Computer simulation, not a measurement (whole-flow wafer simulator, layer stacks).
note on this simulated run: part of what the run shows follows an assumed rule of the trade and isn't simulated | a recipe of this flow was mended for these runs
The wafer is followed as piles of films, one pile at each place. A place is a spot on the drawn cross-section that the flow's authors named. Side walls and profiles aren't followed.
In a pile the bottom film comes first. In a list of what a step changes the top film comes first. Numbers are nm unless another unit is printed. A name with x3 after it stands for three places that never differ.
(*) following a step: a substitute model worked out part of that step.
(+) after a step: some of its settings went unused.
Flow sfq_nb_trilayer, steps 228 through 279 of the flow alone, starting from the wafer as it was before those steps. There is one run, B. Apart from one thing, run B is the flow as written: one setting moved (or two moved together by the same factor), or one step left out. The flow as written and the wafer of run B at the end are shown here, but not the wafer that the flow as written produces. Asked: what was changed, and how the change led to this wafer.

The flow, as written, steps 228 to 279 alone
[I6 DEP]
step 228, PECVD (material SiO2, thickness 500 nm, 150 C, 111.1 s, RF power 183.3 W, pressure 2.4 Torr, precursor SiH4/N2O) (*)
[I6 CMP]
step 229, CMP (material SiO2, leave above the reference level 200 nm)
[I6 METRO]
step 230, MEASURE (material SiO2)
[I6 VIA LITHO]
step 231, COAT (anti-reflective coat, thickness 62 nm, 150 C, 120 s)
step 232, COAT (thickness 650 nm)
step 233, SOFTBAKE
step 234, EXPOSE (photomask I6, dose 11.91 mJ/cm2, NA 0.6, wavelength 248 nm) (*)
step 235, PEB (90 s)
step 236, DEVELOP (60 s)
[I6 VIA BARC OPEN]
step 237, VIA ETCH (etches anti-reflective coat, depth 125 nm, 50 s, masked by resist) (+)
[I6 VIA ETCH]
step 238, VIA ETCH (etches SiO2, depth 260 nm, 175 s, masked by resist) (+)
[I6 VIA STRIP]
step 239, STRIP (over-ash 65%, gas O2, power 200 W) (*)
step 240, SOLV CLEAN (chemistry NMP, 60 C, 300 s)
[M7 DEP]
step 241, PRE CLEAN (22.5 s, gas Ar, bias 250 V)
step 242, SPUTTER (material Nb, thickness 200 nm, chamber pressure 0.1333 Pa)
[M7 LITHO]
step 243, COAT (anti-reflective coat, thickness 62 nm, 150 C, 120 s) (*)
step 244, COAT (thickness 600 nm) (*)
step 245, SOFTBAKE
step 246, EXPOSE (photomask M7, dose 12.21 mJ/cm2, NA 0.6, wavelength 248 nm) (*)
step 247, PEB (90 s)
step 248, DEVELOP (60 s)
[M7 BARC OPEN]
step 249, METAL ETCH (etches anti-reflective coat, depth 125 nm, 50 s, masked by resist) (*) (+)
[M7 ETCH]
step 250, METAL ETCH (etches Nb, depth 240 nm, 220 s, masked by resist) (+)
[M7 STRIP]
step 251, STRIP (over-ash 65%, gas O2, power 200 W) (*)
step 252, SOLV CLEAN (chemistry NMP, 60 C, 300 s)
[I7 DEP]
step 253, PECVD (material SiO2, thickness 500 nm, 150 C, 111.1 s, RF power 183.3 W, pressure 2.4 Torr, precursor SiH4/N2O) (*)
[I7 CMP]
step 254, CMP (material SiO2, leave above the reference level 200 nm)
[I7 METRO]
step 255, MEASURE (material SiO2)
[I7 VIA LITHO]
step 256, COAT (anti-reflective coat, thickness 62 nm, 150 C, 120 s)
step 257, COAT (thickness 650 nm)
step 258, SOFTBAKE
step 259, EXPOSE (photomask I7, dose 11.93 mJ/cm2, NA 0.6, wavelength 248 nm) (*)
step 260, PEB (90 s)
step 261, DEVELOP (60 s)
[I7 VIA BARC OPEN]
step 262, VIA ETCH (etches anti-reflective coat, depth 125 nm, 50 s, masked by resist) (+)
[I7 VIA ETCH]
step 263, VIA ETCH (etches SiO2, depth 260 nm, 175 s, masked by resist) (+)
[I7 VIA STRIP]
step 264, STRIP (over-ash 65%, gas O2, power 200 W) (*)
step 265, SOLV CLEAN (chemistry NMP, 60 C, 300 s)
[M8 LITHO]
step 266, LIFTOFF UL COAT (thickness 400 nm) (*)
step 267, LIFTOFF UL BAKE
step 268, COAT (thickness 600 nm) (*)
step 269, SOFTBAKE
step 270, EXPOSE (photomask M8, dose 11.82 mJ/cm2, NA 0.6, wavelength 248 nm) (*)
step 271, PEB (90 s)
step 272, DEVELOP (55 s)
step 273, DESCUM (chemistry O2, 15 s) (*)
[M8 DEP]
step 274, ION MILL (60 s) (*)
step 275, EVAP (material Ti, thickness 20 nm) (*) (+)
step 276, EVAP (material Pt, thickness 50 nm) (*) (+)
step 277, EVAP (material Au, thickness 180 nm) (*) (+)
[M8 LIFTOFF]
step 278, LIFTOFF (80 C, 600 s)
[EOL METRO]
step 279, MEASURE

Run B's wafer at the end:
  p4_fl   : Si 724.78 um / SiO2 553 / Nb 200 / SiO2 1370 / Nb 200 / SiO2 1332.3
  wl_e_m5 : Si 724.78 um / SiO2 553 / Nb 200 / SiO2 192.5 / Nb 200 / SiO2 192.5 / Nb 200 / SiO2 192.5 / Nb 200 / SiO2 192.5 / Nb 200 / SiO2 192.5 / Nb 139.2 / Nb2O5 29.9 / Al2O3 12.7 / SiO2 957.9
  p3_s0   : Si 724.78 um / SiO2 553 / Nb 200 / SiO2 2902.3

What caused this: step 228, PECVD: RF power 73.32 W was run, whereas the flow has RF power 183.3 W.

Step by step, how the change led to this:
  step 228, PECVD (material SiO2, thickness 500 nm, 150 C, 111.1 s, RF power 183.3 W, pressure 2.4 Torr, precursor SiH4/N2O) (*)
      field_l, p4_fl, p4_fm and 62 more: +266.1 SiO2 (as written it would have been: +500 SiO2)
      v_sur, via_wl, via_w and 21 more: +266.1 SiO2 (new film) (as written it would have been: +500 SiO2 (new film))
      (also at 17 further places)
  step 229, CMP (material SiO2, leave above the reference level 200 nm)
      field_l, p4_fl, p4_fm and 59 more: nothing (as written it would have been: -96 SiO2)
      moat, field_r, lsp_l, ln_m5, lsp_m: nothing (as written it would have been: -89.5 SiO2)
      (also at 39 further places)
  step 231, COAT (anti-reflective coat, thickness 62 nm, 150 C, 120 s)
      c5j, m0r_space_r, m7r_space_r: +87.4 anti-reflective coat (new film) (as written it would have been: +62 anti-reflective coat (new film))
      p3_s3, p3_l4, p3_s4: +63.5 anti-reflective coat (new film) (as written it would have been: +62 anti-reflective coat (new film))
      (also at 88 further places)
  step 232, COAT (thickness 650 nm)
      wl_a_sl, wl_b_sr: +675 KrF-resist-other-grade (new film) (as written it would have been: +650 KrF-resist-other-grade (new film))
      wl_d_m1, m8r_gap_c: +669.2 KrF-resist-other-grade (new film) (as written it would have been: +650 KrF-resist-other-grade (new film))
      (also at 63 further places)
  step 236, DEVELOP (60 s)
      via_v: -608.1 KrF-resist-other-grade (all of it) (as written it would have been: -648.6 KrF-resist-other-grade (all of it))
  step 239, STRIP (over-ash 65%, gas O2, power 200 W) (*)
      p3_s3, p3_s4: -515.6 KrF-resist-other-grade (all of it), -63.5 anti-reflective coat (all of it) (as written it would have been: -510.8 KrF-resist-other-grade (all of it), -62 anti-reflective coat (all of it))
      m0r_line_l, m7r_line_l: -553.7 KrF-resist-other-grade (all of it), -48.2 anti-reflective coat (all of it) (as written it would have been: -510.8 KrF-resist-other-grade (all of it), -62 anti-reflective coat (all of it))
      (also at 95 further places)
  step 242, SPUTTER (material Nb, thickness 200 nm, chamber pressure 0.1333 Pa)
      lsp_r, l0_sur, l0v: +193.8 Nb (new film) (as written it would have been: +200 Nb (new film))
      be: +134.5 Nb (new film) (as written it would have been: +200 Nb (new film))
      (also at 3 further places)
  step 243, COAT (anti-reflective coat, thickness 62 nm, 150 C, 120 s) (*)
      p3_l2, p3_s3, p3_l4, p3_s4: +63.4 anti-reflective coat (new film) (as written it would have been: +62 anti-reflective coat (new film))
      m0r_line_l, m7r_line_l: +44.7 anti-reflective coat (new film) (as written it would have been: +62 anti-reflective coat (new film))
      (also at 92 further places)
  step 244, COAT (thickness 600 nm) (*)
      wl_j_sr, m8r_pad_r: +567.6 KrF-resist-other-grade (new film) (as written it would have been: +600 KrF-resist-other-grade (new film))
      m0r_line_l, m7r_line_l: +643.7 KrF-resist-other-grade (new film) (as written it would have been: +600 KrF-resist-other-grade (new film))
      (also at 64 further places)
  step 248, DEVELOP (60 s)
      wl_d_m1, m8r_gap_c: -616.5 KrF-resist-other-grade (all of it) (as written it would have been: -598.7 KrF-resist-other-grade (all of it))
      m5r_line_l, m5r_line_r: -632.3 KrF-resist-other-grade (all of it) (as written it would have been: -598.7 KrF-resist-other-grade (all of it))
      (also at 28 further places)
  step 249, METAL ETCH (etches anti-reflective coat, depth 125 nm, 50 s, masked by resist) (*) (+)
      m5r_linepad_l, m5r_linepad_r, m8r_pad_l, m8r_pad_r: -125 anti-reflective coat (as written it would have been: -62 anti-reflective coat (all of it))
      p3_l2, p3_s3, p3_l4, p3_s4: -63.4 anti-reflective coat (all of it) (as written it would have been: -62 anti-reflective coat (all of it))
      (also at 50 further places)
  step 250, METAL ETCH (etches Nb, depth 240 nm, 220 s, masked by resist) (+)
      m5r_linepad_l, m5r_linepad_r: -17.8 anti-reflective coat (all of it), -200 Nb (all of it), -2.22 SiO2 (as written it would have been: -200 Nb (all of it), -4 SiO2)
      m8r_pad_l, m8r_pad_r: -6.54 anti-reflective coat (all of it), -200 Nb (all of it), -3.09 SiO2 (as written it would have been: -200 Nb (all of it), -4 SiO2)
      (also at 2 further places)
  step 251, STRIP (over-ash 65%, gas O2, power 200 W) (*)
      v_sur: -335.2 KrF-resist-other-grade (all of it), -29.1 anti-reflective coat (all of it) (as written it would have been: -360.6 KrF-resist-other-grade (all of it), -64.6 anti-reflective coat (all of it))
      via_wl: -318.1 KrF-resist-other-grade (all of it), -55 anti-reflective coat (all of it) (as written it would have been: -357.5 KrF-resist-other-grade (all of it), -67.5 anti-reflective coat (all of it))
      (also at 39 further places)
  step 253, PECVD (material SiO2, thickness 500 nm, 150 C, 111.1 s, RF power 183.3 W, pressure 2.4 Torr, precursor SiH4/N2O) (*)
      be: +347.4 SiO2 (new film) (as written it would have been: +500 SiO2 (new film))
      gap: +544.1 SiO2 (new film) (as written it would have been: +500 SiO2 (new film))
  step 254, CMP (material SiO2, leave above the reference level 200 nm)
      field_l, p4_fl, p4_fm and 48 more: nothing (as written it would have been: -96 SiO2)
      field_r, lsp_l: nothing (as written it would have been: -73.2 SiO2)
      (also at 28 further places)
  step 256, COAT (anti-reflective coat, thickness 62 nm, 150 C, 120 s)
      p3_s0, wl_c_sr: +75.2 anti-reflective coat (new film) (as written it would have been: +62 anti-reflective coat (new film))
      m0r_line_l, m0r_line_r: +70.7 anti-reflective coat (new film) (as written it would have been: +62 anti-reflective coat (new film))
      (also at 56 further places)
  ... 6 further steps ...
  step 278, LIFTOFF (80 C, 600 s)
      m0r_line_l, m0r_line_r: -180 Au (all of it), -50 Pt (all of it), -20 Ti (all of it), -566 KrF-resist-other-grade (all of it), -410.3 lift-off-underlayer (all of it) (as written it would have been: -180 Au (all of it), -50 Pt (all of it), -20 Ti (all of it), -562.7 KrF-resist-other-grade (all of it), -400 lift-off-underlayer (all of it))
      m0r_space_l, m0r_space_r: -180 Au (all of it), -50 Pt (all of it), -20 Ti (all of it), -563.6 KrF-resist-other-grade (all of it), -413.3 lift-off-underlayer (all of it) (as written it would have been: -180 Au (all of it), -50 Pt (all of it), -20 Ti (all of it), -562.7 KrF-resist-other-grade (all of it), -400 lift-off-underlayer (all of it))
      (also at 30 further places)
